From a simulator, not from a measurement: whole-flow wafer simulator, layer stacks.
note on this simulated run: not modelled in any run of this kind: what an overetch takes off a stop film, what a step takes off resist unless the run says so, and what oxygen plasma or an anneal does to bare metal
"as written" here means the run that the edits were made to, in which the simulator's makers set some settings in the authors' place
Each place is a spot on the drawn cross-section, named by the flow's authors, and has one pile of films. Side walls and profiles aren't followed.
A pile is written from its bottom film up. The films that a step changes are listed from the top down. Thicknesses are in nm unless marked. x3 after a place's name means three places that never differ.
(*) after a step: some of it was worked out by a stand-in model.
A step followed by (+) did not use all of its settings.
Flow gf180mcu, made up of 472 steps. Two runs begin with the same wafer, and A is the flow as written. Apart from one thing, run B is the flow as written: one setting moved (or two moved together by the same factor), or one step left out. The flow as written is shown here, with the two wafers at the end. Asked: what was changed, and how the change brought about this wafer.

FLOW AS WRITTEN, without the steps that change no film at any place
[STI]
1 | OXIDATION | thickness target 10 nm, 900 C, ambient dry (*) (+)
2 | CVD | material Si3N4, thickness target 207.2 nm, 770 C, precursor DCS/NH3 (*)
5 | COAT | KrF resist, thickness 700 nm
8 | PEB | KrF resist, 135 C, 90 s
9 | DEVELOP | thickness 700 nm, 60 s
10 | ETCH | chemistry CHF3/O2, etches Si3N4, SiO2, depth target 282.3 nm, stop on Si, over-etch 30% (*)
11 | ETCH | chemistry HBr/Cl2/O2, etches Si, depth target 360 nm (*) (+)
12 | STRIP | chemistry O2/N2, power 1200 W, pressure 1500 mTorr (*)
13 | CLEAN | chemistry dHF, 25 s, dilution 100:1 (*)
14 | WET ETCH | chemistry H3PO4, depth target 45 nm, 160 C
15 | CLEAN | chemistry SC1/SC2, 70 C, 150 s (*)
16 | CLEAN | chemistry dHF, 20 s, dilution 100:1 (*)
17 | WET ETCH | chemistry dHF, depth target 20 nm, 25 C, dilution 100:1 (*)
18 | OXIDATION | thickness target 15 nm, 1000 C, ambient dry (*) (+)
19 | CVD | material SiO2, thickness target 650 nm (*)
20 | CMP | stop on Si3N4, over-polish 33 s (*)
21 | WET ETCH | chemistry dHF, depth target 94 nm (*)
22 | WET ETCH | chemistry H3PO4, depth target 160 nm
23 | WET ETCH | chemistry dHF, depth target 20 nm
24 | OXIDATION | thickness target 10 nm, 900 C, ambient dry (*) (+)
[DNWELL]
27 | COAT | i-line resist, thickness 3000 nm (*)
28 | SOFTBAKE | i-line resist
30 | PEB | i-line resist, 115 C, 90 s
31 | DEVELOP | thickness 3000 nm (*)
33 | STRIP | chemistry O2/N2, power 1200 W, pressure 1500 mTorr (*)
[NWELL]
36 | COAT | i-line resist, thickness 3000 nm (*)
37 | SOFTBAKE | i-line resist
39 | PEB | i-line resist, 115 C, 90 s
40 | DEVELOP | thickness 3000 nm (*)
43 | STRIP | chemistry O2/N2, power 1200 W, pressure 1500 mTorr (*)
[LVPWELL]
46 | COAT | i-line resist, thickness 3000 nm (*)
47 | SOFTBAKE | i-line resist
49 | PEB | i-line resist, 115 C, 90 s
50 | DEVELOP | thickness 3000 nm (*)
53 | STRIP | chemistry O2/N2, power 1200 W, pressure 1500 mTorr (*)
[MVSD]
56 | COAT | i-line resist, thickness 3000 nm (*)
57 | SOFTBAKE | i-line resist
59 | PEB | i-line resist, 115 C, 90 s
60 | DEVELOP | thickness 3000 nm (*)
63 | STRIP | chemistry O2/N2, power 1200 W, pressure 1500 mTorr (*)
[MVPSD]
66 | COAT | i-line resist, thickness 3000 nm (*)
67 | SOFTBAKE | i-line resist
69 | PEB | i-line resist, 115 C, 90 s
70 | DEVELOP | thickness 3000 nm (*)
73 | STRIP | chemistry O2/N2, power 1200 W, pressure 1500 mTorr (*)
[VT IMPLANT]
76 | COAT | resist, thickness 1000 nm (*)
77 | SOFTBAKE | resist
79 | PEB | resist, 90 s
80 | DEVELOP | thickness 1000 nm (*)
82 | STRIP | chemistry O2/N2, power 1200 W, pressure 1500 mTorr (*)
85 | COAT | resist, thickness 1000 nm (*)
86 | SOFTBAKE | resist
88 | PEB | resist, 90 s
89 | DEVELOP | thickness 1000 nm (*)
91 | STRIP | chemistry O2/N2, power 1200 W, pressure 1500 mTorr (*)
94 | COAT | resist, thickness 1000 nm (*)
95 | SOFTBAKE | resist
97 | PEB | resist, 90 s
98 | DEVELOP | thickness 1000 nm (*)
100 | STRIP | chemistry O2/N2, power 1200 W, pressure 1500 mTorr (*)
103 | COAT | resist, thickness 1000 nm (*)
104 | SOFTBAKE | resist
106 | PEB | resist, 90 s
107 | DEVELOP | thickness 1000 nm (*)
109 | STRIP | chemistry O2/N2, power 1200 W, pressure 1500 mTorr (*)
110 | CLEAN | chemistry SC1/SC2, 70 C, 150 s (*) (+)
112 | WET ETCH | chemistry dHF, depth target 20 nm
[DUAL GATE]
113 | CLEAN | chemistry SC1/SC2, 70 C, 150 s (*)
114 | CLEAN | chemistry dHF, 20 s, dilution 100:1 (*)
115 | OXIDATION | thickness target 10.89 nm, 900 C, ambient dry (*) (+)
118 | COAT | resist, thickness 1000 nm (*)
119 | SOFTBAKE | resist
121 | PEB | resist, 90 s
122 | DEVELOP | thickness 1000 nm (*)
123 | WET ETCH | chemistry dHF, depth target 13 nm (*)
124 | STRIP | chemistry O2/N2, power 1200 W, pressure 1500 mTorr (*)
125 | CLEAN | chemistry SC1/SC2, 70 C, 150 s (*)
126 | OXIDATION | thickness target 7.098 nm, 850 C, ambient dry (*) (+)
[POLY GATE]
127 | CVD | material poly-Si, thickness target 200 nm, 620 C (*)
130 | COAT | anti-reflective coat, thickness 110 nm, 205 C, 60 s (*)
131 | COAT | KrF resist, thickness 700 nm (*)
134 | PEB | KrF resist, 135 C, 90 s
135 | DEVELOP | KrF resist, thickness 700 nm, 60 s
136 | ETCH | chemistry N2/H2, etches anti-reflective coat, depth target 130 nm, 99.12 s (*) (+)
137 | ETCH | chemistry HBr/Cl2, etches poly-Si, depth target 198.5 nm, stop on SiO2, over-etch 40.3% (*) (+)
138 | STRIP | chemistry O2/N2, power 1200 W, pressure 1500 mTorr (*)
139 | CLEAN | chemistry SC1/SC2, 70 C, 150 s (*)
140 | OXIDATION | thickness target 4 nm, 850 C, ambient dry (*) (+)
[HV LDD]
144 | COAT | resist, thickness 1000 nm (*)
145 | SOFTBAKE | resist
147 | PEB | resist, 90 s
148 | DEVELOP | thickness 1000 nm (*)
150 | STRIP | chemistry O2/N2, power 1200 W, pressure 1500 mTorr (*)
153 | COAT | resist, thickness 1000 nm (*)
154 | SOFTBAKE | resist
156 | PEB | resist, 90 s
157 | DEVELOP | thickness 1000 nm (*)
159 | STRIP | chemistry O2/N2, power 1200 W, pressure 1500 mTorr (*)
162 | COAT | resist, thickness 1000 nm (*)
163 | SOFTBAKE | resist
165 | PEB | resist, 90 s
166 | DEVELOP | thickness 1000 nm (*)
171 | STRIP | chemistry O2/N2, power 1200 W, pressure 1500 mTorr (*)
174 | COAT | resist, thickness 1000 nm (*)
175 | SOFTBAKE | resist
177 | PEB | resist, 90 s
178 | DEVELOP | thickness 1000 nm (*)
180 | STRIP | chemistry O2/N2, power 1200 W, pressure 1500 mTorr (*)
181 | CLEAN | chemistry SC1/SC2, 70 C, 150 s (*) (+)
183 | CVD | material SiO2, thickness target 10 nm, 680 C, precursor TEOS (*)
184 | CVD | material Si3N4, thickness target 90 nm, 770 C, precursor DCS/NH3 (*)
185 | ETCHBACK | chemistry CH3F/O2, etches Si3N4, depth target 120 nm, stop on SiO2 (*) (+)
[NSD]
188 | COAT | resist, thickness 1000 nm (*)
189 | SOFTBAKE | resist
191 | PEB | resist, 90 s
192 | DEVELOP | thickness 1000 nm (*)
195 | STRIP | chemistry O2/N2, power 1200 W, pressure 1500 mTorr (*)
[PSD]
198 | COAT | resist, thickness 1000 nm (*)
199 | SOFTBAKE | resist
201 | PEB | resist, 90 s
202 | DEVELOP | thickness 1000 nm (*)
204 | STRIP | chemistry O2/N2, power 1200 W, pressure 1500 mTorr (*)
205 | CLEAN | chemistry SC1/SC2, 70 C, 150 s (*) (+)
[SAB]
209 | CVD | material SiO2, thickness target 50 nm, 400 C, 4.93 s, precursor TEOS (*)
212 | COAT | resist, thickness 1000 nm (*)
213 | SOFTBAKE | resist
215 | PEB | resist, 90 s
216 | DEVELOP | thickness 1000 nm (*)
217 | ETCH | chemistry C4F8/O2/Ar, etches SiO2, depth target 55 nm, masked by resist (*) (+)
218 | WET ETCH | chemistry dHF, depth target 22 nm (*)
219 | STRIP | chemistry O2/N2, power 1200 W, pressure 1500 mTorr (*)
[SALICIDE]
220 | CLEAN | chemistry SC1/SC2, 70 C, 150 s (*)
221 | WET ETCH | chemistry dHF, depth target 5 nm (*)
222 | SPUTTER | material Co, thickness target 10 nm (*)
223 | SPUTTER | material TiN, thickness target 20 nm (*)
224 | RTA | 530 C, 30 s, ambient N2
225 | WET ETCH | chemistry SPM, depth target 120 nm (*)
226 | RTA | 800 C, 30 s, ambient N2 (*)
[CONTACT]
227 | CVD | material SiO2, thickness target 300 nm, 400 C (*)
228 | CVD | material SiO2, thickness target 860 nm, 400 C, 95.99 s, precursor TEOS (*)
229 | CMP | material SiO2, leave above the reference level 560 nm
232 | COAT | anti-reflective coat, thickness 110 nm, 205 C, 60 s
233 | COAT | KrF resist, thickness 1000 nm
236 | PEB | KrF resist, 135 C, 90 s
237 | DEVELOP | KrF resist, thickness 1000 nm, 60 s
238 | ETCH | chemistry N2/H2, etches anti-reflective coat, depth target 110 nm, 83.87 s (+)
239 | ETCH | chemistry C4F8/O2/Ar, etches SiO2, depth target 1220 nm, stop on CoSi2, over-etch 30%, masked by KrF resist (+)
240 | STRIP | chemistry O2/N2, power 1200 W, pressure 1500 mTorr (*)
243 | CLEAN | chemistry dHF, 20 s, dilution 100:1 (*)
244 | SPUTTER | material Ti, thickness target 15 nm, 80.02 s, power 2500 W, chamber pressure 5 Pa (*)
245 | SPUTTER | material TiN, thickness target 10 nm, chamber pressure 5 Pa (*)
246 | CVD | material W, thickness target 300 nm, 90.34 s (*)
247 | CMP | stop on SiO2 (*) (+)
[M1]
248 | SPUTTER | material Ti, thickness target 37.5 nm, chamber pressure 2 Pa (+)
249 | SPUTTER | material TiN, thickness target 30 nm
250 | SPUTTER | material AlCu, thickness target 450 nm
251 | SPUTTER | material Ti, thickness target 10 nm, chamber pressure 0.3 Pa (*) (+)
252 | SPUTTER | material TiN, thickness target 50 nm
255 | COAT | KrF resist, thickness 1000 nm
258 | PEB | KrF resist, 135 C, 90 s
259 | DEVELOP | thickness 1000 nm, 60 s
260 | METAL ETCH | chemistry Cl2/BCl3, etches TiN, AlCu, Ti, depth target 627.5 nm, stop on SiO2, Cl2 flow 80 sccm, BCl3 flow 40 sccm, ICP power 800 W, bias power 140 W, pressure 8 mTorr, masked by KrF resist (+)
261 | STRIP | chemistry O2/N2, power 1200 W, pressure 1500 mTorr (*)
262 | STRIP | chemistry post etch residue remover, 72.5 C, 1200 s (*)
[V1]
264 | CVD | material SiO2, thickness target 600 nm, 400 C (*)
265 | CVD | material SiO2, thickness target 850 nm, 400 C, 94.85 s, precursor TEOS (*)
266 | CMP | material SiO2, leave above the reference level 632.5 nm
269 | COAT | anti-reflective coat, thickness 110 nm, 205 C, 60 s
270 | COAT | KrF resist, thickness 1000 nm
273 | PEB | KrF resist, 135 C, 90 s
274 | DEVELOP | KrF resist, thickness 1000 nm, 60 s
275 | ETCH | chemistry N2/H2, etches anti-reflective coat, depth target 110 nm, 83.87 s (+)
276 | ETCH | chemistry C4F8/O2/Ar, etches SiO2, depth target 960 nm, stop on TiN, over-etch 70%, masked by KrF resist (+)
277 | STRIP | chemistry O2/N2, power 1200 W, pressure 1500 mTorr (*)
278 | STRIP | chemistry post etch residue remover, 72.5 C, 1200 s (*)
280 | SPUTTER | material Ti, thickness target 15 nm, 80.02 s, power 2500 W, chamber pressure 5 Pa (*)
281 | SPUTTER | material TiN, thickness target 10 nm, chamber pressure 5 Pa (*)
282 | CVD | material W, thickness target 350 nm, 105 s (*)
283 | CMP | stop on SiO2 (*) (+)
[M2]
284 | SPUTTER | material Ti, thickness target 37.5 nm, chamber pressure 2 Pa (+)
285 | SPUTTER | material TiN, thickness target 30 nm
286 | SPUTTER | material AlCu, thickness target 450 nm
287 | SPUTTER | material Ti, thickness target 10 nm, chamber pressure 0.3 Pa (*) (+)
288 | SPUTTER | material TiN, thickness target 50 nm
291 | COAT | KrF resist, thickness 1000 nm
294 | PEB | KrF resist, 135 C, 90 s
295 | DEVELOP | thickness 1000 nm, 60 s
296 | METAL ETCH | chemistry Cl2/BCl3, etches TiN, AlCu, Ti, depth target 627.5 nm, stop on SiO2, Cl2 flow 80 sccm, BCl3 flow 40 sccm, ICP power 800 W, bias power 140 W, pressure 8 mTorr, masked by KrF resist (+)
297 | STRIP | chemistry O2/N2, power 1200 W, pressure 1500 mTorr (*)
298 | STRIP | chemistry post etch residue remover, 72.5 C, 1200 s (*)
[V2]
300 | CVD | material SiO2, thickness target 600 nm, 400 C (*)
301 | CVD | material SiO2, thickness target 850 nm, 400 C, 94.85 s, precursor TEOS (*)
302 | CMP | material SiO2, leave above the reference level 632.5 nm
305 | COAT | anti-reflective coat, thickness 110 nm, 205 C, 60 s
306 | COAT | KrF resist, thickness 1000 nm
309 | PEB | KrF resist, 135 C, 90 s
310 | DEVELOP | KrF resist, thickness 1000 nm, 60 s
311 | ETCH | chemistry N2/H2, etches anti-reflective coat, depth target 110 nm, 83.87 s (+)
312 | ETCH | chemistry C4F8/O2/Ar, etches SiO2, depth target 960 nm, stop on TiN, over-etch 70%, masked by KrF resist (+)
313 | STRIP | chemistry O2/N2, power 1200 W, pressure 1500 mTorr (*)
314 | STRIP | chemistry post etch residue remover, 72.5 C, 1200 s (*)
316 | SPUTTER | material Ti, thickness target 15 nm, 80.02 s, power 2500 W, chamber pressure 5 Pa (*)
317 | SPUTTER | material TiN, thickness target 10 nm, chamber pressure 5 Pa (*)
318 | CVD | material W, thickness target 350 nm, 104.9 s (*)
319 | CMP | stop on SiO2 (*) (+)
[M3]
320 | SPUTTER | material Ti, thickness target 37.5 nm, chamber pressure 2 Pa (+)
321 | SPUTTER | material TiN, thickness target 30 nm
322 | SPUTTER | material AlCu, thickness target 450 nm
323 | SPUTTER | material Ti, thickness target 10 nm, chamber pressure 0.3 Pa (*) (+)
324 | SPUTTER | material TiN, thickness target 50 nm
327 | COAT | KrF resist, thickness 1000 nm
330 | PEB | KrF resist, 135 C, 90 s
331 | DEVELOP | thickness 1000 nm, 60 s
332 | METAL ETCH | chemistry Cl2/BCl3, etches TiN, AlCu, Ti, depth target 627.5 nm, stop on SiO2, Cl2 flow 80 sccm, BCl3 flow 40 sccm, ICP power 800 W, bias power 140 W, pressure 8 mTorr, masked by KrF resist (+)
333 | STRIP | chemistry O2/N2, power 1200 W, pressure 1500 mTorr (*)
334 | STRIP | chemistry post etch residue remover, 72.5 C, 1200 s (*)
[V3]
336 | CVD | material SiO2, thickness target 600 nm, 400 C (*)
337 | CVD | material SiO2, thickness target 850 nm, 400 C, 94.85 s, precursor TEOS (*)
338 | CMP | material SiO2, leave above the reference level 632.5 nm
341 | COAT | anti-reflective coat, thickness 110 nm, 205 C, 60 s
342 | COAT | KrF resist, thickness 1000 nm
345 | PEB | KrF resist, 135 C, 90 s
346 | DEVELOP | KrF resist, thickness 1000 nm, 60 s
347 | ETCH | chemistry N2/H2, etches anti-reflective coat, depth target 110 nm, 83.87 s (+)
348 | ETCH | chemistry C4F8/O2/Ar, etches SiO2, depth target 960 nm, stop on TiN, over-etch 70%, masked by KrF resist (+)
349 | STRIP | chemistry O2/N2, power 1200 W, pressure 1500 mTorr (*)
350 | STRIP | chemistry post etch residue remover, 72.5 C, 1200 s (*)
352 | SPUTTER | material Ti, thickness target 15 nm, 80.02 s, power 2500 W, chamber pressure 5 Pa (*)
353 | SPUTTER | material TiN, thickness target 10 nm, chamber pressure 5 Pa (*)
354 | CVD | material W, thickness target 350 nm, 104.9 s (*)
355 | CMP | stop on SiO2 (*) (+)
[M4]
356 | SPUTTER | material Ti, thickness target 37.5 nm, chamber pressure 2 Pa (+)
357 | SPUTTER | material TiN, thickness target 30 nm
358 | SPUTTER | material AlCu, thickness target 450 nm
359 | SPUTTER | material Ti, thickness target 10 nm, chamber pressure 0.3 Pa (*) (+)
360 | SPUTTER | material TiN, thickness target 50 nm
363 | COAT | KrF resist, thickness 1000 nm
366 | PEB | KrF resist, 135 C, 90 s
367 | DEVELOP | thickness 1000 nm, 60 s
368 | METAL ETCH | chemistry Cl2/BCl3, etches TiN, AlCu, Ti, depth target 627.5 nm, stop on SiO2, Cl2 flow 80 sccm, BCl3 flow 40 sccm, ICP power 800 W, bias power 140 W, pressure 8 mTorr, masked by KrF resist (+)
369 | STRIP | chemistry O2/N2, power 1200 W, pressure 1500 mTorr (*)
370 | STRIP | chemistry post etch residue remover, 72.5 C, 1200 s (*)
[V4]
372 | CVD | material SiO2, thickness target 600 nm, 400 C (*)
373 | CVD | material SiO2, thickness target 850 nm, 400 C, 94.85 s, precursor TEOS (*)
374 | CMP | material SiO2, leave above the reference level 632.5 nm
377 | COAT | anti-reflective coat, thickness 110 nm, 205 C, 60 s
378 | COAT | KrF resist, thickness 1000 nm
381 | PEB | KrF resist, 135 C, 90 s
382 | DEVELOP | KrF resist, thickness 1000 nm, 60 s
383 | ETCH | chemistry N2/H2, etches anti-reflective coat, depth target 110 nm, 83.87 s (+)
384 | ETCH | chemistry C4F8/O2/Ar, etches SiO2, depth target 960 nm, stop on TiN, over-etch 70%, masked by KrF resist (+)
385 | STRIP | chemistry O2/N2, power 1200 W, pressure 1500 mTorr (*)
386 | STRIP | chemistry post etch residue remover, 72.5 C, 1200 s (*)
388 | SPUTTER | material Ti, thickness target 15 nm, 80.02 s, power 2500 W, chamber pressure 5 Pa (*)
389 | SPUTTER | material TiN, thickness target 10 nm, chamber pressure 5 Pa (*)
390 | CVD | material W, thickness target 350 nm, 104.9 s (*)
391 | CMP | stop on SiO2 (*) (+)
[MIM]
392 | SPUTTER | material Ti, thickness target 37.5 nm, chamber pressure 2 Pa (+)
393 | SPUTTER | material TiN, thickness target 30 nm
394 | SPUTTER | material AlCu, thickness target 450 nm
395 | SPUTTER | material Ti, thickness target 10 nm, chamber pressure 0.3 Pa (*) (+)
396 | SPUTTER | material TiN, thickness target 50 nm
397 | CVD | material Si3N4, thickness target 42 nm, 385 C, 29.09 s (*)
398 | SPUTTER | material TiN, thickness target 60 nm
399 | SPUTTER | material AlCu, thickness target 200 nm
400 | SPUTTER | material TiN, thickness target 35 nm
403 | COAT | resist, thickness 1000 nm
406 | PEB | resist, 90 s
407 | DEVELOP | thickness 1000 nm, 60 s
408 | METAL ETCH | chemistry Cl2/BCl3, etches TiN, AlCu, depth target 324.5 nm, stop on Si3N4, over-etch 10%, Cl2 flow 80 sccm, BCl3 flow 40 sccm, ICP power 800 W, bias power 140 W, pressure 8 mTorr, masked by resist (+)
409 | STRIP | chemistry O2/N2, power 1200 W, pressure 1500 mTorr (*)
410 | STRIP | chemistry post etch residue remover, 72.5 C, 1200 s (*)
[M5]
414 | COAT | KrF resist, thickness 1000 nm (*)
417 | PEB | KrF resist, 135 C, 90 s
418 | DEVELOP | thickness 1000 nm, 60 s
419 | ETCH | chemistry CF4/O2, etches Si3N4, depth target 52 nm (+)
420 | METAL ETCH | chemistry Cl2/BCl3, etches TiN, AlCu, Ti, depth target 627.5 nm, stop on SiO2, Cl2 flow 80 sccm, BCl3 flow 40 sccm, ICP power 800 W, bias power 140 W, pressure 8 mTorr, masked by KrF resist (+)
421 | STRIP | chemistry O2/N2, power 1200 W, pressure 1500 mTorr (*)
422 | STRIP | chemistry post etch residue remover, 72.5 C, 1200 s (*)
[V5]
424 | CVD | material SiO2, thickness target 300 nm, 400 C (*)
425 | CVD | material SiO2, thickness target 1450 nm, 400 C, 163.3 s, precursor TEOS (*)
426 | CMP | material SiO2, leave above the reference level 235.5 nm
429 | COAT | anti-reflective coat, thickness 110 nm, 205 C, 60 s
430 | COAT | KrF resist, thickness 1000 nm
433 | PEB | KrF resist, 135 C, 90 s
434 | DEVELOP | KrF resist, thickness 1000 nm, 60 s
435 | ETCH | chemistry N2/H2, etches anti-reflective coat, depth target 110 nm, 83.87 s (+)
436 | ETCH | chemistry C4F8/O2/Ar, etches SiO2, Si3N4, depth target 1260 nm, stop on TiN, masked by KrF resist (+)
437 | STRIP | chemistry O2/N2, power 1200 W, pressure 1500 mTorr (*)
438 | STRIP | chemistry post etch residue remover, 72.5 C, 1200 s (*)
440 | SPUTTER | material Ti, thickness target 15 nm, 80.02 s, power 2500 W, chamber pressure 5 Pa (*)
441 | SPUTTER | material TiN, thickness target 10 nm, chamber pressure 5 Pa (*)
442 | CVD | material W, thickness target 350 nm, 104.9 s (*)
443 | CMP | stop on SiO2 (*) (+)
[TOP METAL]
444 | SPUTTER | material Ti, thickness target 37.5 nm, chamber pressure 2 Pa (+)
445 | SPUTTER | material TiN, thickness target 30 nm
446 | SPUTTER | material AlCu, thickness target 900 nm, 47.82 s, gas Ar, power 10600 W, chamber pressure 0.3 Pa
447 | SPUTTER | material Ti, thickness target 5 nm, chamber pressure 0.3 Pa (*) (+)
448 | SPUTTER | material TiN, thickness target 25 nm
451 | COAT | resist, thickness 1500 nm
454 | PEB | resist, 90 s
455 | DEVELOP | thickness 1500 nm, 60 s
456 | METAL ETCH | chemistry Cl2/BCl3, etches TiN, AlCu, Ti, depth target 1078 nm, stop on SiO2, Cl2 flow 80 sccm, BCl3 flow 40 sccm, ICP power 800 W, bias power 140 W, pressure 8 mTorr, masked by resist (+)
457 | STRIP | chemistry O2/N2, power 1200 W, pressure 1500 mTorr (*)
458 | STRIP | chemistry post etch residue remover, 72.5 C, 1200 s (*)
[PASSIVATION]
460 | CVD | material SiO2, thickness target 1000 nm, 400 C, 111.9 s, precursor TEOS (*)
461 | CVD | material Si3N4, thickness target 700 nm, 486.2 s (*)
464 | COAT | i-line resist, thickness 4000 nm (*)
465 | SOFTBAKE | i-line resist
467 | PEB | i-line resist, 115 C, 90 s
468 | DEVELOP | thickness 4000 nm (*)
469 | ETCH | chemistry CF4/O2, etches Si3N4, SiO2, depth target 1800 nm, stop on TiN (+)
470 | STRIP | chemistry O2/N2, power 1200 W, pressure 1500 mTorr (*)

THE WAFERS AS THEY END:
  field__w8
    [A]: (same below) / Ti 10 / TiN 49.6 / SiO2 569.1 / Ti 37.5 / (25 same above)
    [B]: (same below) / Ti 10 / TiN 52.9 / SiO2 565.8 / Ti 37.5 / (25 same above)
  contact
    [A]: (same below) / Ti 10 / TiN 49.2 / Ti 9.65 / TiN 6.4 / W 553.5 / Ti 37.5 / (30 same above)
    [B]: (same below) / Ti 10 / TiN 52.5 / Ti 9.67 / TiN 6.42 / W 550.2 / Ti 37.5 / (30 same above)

What caused this: step 288, SPUTTER: thickness target 53.3 nm was run, whereas the flow has thickness target 50 nm.

The path from the change to this, step by step:
  288 | SPUTTER | material TiN, thickness target 50 nm
      field, field__w1, field__w2 and 108 more: A +50 TiN (new film) | B +53.3 TiN (new film)
  296 | METAL ETCH | chemistry Cl2/BCl3, etches TiN, AlCu, Ti, depth target 627.5 nm, stop on SiO2, Cl2 flow 80 sccm, BCl3 flow 40 sccm, ICP power 800 W, bias power 140 W, pressure 8 mTorr, masked by KrF resist (+)
      field, field__w1, field__w2 and 103 more: A -50 TiN (all of it), -10 Ti (all of it), -450 AlCu (all of it), -30 TiN (all of it), -37.5 Ti (all of it) | B -53.3 TiN (all of it), -10 Ti (all of it), -450 AlCu (all of it), -30 TiN (all of it), -37.5 Ti (all of it)
